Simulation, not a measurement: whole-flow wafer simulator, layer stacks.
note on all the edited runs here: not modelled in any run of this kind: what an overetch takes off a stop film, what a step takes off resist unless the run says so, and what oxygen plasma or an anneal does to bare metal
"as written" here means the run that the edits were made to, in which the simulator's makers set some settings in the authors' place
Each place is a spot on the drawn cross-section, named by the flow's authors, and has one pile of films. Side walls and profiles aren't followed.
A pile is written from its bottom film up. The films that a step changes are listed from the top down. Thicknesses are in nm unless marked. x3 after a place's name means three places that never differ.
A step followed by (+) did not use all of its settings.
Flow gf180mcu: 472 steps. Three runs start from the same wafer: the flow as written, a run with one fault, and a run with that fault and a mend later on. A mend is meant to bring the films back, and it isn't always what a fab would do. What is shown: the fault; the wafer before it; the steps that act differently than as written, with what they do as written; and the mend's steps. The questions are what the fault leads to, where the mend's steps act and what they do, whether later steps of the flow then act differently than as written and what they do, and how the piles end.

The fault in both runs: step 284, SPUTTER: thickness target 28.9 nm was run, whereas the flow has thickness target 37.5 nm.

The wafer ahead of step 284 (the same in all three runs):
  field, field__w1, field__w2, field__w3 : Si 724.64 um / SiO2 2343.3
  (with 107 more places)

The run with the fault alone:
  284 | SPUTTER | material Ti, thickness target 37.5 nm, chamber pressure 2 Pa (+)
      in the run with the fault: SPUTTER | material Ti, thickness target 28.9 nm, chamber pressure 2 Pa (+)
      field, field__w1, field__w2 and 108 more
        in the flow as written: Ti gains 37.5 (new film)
        in the run with the fault: Ti gains 28.9 (new film)
  Later steps of the flow acting differently than as written:
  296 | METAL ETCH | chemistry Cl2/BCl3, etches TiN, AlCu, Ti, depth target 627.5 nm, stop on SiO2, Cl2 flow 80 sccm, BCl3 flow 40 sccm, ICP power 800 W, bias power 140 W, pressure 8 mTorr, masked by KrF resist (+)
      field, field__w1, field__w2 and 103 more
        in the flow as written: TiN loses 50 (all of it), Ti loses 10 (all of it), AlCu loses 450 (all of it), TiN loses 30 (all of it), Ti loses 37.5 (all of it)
        in the run with the fault: TiN loses 50 (all of it), Ti loses 10 (all of it), AlCu loses 450 (all of it), TiN loses 30 (all of it), Ti loses 28.9 (all of it)
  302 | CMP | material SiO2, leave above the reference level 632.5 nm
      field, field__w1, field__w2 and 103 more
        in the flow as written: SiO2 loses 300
        in the run with the fault: SiO2 loses 308.6
  At field__w8, contact, m1, m1__w1, m1_nw, the piles at the end differ from the flow's by more than 2% or 0.5 nm, whichever is larger.
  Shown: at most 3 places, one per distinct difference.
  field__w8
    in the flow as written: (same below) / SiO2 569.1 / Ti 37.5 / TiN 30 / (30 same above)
    in the run with the fault: (same below) / SiO2 569.1 / Ti 28.9 / TiN 30 / (30 same above)
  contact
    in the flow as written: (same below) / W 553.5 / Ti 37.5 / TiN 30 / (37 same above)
    in the run with the fault: (same below) / W 553.5 / Ti 28.9 / TiN 30 / (37 same above)

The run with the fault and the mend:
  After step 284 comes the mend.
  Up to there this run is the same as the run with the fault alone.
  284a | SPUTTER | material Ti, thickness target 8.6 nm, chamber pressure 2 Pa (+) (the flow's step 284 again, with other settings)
      field, field__w1, field__w2 and 108 more
        Ti gains 8.6
  Every later step of the flow that is run acts as written at every place that is followed.
  The piles end the same as the flow's at every place that both follow.
